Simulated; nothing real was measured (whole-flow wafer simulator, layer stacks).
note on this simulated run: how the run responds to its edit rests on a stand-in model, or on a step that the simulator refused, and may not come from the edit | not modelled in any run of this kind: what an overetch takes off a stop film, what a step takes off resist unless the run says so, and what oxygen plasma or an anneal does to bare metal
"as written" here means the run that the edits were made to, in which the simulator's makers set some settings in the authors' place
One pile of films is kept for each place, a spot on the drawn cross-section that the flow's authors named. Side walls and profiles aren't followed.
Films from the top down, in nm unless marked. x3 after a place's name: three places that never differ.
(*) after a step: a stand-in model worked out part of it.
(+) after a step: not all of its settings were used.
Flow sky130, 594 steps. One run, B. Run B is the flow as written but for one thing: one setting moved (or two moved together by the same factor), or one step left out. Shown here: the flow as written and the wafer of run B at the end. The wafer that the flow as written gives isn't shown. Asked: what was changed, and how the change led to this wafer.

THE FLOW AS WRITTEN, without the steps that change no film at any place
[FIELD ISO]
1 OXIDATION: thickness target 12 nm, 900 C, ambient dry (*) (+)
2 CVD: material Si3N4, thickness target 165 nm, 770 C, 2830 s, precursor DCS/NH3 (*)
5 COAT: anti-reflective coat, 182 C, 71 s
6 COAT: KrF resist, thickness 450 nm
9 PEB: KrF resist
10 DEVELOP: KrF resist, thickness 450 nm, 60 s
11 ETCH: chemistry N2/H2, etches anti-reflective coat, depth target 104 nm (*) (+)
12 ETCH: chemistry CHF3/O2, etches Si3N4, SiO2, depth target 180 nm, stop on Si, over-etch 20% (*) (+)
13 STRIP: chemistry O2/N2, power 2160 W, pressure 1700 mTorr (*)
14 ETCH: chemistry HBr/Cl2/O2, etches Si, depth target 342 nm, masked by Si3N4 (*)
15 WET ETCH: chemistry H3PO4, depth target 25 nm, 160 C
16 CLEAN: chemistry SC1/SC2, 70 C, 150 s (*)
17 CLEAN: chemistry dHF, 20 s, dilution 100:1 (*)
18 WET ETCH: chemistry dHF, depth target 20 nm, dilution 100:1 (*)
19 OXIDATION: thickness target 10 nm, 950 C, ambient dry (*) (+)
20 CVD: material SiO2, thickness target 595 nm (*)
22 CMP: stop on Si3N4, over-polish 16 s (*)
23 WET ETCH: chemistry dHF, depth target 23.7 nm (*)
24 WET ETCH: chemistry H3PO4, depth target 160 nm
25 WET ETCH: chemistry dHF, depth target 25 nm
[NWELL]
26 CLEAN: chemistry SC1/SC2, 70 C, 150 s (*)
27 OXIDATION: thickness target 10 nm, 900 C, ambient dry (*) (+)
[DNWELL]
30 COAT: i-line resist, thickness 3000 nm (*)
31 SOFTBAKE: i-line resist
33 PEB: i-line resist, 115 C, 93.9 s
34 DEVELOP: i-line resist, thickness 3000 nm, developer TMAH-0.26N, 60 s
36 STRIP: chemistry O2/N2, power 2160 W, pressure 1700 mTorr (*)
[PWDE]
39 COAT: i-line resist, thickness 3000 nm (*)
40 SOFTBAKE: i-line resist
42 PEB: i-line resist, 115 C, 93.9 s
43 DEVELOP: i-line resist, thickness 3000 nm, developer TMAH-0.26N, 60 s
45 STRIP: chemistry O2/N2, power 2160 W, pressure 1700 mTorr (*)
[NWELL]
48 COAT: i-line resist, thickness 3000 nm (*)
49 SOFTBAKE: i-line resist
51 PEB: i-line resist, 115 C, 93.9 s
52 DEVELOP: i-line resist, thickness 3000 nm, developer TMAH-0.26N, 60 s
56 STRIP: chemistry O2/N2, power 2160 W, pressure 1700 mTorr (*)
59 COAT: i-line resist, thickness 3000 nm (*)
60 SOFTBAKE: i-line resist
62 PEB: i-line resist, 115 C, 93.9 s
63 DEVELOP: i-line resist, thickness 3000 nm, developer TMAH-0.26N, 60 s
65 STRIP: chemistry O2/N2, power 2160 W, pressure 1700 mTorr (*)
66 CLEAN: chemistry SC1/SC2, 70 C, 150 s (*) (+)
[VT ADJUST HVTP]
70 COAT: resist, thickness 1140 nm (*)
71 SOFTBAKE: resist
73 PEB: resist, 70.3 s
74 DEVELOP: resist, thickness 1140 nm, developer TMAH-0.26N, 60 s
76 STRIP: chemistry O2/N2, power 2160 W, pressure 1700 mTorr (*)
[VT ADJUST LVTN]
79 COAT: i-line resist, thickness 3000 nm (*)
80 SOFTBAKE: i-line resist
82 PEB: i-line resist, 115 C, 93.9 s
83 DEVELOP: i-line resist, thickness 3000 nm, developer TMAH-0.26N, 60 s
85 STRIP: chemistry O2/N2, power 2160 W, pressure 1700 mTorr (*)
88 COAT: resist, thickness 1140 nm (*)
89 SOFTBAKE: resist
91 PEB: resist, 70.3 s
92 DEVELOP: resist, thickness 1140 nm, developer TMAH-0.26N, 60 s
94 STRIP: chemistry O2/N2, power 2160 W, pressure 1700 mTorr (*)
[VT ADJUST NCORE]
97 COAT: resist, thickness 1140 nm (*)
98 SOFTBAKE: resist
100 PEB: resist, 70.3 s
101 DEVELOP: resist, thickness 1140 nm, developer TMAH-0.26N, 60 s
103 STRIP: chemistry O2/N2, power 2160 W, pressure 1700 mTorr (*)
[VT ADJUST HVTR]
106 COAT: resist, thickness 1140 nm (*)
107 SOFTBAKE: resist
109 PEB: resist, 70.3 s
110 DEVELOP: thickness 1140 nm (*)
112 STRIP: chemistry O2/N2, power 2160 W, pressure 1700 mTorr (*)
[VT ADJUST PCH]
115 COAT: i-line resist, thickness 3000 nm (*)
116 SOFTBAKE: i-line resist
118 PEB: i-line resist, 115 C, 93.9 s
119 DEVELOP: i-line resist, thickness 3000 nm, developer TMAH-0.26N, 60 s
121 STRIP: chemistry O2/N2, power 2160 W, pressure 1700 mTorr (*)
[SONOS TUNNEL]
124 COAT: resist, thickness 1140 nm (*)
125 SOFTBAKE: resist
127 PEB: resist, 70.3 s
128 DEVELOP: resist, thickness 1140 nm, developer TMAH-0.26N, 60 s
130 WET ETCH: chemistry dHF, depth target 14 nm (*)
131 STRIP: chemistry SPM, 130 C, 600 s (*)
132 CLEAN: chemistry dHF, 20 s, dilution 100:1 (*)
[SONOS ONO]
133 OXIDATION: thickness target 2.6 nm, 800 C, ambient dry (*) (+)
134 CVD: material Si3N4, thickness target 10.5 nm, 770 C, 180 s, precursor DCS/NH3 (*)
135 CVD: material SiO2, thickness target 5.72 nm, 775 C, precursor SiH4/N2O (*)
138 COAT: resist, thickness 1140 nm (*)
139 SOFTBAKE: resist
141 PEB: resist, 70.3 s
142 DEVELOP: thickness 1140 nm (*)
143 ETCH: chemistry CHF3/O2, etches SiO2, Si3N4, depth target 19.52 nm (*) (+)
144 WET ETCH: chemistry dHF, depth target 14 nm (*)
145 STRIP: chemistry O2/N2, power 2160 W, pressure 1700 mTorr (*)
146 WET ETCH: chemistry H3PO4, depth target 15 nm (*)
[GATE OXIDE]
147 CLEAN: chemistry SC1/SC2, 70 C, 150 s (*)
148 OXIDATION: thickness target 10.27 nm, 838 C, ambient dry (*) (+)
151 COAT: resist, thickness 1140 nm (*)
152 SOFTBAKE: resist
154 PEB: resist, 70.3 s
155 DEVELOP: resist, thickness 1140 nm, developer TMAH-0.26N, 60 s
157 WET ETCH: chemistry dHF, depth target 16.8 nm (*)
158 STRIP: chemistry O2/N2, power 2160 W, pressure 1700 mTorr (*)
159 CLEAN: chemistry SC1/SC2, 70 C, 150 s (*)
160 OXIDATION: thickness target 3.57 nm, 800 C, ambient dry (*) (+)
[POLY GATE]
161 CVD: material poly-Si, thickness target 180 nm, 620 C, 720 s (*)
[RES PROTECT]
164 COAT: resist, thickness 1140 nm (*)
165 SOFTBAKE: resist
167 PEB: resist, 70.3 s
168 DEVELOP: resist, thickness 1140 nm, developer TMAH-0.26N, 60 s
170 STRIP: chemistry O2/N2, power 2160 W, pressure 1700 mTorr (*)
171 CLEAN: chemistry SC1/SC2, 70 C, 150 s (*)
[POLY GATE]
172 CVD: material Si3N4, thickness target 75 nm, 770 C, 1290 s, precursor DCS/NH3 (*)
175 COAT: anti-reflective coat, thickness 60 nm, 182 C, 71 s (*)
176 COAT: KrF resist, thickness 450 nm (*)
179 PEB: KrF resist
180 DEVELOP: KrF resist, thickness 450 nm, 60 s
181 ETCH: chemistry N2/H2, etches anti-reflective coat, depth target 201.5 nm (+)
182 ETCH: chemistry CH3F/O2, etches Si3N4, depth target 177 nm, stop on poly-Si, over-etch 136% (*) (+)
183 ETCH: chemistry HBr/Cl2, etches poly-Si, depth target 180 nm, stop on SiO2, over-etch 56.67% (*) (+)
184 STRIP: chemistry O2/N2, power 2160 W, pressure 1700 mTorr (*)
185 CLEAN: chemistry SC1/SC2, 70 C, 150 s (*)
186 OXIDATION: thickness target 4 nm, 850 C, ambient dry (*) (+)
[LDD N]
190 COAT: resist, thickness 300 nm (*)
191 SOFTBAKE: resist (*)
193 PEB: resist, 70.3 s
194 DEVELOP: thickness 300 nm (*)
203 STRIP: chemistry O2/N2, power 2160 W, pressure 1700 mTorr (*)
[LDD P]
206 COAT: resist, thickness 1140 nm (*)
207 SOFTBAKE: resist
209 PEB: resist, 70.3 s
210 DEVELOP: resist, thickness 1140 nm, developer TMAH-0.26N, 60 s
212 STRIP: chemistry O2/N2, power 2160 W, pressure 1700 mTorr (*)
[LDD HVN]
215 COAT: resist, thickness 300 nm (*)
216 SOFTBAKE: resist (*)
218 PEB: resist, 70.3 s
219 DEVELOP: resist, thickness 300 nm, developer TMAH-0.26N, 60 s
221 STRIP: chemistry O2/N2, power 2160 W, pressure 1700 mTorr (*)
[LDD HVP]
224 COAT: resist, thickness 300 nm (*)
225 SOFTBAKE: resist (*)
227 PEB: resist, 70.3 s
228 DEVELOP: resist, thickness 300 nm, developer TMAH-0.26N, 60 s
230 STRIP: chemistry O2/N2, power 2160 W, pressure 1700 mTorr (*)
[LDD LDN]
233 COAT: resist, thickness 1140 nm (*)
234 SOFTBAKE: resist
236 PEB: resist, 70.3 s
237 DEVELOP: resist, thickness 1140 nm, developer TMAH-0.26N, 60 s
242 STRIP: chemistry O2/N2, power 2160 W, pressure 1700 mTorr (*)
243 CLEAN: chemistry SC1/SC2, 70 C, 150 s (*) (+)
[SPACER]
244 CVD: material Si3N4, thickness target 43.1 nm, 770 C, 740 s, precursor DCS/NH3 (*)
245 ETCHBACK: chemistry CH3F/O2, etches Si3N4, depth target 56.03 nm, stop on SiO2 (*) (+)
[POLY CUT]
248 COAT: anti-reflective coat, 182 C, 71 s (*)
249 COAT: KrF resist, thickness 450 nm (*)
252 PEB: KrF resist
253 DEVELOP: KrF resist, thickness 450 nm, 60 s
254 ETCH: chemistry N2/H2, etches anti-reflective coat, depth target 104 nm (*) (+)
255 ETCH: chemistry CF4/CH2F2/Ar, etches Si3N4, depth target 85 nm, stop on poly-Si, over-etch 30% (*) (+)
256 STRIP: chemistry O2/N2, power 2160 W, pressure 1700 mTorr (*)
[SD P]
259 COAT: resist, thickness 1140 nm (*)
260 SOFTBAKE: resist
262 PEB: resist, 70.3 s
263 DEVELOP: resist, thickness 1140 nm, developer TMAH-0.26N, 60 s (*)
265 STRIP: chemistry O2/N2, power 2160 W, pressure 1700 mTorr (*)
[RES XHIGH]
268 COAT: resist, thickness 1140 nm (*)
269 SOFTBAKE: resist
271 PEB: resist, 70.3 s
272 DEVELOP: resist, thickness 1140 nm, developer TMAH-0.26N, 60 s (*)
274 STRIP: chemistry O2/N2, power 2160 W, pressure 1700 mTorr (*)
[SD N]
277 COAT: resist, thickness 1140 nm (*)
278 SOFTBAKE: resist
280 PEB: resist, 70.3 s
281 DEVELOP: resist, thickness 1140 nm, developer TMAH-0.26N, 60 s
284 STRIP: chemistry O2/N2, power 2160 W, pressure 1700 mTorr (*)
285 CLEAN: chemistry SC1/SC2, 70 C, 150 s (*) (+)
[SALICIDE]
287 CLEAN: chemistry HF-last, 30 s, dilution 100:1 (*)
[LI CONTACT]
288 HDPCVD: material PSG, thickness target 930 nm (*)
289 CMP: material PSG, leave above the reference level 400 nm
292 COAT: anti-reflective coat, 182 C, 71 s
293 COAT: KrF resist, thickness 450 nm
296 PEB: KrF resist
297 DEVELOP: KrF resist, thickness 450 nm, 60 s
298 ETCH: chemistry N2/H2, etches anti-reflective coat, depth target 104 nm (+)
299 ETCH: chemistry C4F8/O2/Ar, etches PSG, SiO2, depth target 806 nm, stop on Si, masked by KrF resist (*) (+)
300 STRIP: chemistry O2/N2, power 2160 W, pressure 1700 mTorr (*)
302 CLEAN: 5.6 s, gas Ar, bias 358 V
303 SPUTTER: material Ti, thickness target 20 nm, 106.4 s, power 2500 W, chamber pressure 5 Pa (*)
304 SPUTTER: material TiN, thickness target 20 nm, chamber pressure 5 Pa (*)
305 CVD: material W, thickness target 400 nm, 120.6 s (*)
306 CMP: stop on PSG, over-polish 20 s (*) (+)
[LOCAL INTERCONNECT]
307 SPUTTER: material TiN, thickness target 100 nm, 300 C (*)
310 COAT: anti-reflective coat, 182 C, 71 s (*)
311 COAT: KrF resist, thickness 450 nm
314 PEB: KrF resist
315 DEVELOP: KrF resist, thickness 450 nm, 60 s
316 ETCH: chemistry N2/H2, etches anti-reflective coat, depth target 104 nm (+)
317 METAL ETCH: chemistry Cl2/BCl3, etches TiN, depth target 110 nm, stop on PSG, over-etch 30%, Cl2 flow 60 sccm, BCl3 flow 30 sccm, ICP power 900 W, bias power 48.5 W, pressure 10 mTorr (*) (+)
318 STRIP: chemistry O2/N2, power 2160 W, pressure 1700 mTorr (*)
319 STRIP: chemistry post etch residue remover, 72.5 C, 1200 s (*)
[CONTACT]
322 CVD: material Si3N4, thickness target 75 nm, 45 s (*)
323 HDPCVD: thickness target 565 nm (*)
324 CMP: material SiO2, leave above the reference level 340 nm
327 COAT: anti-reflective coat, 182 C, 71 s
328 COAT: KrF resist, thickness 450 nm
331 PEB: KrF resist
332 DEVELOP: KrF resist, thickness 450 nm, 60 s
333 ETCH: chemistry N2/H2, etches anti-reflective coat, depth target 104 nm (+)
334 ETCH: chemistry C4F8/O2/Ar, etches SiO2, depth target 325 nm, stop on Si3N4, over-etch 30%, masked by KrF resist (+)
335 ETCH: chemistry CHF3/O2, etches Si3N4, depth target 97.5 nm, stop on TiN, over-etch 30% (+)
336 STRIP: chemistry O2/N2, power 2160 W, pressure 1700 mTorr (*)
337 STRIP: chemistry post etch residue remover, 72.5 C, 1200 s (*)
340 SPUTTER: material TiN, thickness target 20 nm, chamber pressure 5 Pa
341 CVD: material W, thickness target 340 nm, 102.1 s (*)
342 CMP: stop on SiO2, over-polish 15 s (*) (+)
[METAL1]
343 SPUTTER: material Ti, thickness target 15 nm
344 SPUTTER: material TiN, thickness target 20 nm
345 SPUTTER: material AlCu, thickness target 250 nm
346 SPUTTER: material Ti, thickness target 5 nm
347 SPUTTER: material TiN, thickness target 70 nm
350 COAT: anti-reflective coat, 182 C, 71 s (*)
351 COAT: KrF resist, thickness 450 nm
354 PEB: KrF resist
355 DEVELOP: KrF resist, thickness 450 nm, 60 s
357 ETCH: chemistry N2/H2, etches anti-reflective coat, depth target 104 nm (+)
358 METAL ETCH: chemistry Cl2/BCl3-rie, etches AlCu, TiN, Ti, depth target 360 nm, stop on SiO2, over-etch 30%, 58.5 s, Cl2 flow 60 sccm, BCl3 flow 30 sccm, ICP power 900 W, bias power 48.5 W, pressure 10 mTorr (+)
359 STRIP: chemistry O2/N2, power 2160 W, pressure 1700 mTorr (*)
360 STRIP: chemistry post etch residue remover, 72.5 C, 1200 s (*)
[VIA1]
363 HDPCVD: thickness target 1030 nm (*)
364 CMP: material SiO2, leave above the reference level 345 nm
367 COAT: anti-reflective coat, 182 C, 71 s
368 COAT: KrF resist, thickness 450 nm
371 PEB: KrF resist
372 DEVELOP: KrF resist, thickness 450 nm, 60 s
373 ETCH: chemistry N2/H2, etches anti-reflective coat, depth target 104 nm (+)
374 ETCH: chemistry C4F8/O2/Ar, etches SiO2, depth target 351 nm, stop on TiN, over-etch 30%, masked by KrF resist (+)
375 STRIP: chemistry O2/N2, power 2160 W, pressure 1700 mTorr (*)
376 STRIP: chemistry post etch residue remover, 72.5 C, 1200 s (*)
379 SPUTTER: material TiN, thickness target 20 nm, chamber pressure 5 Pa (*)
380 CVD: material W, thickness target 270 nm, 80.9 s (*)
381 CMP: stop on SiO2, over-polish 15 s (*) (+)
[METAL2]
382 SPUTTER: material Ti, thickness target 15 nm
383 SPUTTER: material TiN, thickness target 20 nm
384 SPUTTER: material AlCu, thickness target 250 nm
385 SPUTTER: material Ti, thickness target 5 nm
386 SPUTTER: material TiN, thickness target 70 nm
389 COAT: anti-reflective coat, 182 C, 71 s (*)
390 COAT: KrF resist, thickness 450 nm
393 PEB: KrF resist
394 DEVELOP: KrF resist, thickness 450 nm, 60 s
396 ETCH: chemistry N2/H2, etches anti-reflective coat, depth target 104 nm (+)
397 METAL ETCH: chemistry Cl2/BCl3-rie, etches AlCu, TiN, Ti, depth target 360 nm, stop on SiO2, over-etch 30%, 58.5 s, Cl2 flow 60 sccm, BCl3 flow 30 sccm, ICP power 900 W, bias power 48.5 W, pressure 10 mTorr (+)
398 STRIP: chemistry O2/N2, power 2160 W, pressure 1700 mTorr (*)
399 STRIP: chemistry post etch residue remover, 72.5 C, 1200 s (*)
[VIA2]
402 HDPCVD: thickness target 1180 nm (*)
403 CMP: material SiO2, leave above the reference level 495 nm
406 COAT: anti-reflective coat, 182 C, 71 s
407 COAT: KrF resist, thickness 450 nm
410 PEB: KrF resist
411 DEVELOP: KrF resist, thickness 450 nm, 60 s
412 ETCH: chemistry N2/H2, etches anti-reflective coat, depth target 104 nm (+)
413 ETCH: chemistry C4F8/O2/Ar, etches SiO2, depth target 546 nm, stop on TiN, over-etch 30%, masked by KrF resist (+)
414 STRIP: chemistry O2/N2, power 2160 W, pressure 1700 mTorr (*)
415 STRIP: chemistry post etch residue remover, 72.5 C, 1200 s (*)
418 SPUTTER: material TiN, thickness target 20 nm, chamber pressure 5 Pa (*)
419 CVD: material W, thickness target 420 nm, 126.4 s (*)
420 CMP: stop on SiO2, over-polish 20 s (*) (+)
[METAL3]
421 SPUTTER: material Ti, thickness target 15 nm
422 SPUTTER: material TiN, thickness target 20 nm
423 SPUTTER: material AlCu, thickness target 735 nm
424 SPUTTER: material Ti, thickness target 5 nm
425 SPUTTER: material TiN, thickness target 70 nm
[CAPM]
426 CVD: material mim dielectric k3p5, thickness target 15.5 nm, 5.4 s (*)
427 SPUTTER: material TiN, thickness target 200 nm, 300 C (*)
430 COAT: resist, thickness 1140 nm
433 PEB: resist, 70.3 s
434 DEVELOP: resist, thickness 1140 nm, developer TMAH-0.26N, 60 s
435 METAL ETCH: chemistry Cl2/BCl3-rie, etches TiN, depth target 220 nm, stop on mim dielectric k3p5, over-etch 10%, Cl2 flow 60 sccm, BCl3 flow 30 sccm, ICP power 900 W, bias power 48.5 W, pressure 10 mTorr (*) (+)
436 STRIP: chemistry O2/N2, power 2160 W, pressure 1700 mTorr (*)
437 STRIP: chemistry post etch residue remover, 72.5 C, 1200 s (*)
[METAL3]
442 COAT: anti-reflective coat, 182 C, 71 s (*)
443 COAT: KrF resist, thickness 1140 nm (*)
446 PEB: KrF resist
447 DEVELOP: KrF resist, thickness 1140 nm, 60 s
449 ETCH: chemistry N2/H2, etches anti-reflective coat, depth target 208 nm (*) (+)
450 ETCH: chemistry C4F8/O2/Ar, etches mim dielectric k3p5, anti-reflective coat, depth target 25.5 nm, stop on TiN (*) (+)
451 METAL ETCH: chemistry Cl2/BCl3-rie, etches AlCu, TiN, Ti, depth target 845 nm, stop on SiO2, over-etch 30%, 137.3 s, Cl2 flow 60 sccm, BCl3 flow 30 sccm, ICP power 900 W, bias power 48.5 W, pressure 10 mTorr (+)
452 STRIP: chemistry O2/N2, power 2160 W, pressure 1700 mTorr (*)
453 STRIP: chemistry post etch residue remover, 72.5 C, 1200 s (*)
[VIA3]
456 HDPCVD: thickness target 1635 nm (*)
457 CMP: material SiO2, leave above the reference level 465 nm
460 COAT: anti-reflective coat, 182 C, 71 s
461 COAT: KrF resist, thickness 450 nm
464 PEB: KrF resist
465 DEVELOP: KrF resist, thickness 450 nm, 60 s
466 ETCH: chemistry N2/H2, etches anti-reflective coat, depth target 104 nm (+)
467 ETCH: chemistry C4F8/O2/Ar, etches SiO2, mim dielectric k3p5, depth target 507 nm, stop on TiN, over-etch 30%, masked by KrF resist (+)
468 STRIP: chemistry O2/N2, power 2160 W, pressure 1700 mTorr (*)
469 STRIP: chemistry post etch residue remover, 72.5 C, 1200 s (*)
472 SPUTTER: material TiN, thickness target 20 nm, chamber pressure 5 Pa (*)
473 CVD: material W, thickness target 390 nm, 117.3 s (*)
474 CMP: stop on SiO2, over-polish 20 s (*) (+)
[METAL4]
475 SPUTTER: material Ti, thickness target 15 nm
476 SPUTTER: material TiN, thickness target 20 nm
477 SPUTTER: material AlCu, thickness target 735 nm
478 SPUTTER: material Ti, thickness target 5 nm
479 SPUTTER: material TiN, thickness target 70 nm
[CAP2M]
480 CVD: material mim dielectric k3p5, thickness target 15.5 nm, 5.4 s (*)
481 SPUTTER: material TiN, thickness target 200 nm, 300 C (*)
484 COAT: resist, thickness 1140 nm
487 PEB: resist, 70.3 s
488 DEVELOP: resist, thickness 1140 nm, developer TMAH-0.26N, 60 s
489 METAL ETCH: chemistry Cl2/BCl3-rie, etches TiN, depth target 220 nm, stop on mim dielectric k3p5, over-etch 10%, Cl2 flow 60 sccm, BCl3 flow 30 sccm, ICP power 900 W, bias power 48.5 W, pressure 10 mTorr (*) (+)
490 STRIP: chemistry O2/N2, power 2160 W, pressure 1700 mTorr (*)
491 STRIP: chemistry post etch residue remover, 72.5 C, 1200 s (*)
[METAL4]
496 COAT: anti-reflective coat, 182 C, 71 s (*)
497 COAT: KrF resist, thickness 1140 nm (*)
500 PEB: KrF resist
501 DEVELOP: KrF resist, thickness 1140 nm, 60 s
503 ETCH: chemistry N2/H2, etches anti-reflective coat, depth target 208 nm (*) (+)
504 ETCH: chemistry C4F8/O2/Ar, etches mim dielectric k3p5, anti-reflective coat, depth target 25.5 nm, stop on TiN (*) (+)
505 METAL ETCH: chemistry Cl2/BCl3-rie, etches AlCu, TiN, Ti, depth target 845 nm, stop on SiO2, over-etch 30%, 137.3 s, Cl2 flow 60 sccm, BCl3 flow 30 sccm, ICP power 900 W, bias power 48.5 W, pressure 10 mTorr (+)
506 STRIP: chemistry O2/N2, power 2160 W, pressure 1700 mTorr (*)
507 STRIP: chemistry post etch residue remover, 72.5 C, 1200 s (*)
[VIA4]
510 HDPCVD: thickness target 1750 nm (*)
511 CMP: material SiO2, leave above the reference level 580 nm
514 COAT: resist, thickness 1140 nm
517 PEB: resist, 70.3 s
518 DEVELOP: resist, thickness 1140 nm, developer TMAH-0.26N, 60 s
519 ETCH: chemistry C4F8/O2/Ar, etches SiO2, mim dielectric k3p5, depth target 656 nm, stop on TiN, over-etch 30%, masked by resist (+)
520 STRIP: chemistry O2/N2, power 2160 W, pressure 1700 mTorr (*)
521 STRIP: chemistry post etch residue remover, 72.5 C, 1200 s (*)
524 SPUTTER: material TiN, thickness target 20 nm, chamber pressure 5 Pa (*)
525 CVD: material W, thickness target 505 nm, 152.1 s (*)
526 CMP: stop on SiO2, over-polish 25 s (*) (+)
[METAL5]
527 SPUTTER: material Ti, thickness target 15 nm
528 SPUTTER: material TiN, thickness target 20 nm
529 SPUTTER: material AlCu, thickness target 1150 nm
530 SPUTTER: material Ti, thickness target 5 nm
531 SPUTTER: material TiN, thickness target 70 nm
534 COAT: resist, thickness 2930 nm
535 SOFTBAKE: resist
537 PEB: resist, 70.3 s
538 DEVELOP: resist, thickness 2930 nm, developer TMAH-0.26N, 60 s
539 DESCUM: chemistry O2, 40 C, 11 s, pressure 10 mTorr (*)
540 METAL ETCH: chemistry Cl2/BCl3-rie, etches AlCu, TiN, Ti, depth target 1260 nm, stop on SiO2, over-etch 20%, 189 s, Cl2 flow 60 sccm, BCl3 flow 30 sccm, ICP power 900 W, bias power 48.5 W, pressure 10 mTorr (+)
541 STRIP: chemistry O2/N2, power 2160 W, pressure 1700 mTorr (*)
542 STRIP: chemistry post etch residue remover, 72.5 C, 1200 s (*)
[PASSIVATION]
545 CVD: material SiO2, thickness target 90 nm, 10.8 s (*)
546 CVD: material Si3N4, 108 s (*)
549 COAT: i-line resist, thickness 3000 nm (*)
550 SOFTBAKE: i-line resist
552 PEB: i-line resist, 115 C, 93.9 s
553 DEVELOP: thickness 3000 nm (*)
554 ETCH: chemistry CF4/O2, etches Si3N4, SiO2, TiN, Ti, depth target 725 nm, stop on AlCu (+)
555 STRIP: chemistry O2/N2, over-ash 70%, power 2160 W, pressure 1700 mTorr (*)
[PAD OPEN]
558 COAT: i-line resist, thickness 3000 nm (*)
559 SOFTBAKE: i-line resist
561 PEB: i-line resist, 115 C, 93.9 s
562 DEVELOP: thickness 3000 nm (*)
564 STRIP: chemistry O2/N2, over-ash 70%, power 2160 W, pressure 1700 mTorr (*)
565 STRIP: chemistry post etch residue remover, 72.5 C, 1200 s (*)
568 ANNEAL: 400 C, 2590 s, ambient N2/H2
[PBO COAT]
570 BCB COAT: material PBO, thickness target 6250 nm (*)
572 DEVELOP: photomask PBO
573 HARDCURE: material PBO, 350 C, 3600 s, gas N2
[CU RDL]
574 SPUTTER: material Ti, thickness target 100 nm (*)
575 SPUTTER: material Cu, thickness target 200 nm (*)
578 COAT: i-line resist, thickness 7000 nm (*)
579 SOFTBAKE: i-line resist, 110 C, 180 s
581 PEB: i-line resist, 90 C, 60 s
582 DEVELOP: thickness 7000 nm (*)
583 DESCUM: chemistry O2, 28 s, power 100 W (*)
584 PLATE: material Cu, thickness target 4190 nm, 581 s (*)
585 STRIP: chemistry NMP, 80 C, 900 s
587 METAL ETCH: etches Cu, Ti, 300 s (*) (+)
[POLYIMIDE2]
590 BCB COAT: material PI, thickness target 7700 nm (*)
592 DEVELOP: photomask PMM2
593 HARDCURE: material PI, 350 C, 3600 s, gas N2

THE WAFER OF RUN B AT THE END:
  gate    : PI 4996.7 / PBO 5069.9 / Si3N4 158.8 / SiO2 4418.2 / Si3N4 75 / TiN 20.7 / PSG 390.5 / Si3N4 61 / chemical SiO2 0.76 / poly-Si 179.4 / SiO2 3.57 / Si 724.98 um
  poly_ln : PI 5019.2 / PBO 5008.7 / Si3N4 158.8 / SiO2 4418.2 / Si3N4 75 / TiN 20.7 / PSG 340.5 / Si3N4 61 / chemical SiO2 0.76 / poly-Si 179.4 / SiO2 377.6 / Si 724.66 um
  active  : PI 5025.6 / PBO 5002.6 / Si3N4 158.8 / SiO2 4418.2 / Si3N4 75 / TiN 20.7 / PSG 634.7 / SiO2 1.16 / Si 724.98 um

The cause: step 316, ETCH: depth target 48.9 nm was run, where the flow has depth target 104 nm.

How the change led to this, step by step:
  316 ETCH: chemistry N2/H2, etches anti-reflective coat, depth target 104 nm (+)
      field, active, gate and 87 more: anti-reflective coat -48.9 (as written it would be: anti-reflective coat -80 (all of it), TiN -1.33)
      rpo_hd: anti-reflective coat -48.9 (as written it would be: anti-reflective coat -80 (all of it), TiN -1.34)
      (and at 100 more places)
  317 METAL ETCH: chemistry Cl2/BCl3, etches TiN, depth target 110 nm, stop on PSG, over-etch 30%, Cl2 flow 60 sccm, BCl3 flow 30 sccm, ICP power 900 W, bias power 48.5 W, pressure 10 mTorr (*) (+)
      field, active, gate and 88 more: anti-reflective coat -31.1 (all of it), TiN -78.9 (as written it would be: TiN -98.7 (all of it))
  318 STRIP: chemistry O2/N2, power 2160 W, pressure 1700 mTorr (*)
      n_well, p_well, gate_hv and 92 more: KrF resist -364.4 (all of it), anti-reflective coat -80 (all of it) (as written it would be: KrF resist -333.8 (all of it), anti-reflective coat -80 (all of it))
      poly_licon, ndiff_licon, ndiff_licon_cpp, rpo_hd_licon: KrF resist -364.5 (all of it), anti-reflective coat -80.5 (all of it) (as written it would be: KrF resist -333.9 (all of it), anti-reflective coat -80.5 (all of it))
      (and at 1 more place)
  324 CMP: material SiO2, leave above the reference level 340 nm
      field, active, gate and 88 more: SiO2 -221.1 (as written it would be: SiO2 -200.4)
Counting metal films that touch as one body, gate has 1 body; the flow as written gives 0 bodies.
Counting metal films that touch as one body, poly_ln has 1 body; the flow as written gives 0 bodies.
Counting metal films that touch as one body, active has 1 body; the flow as written gives 0 bodies.
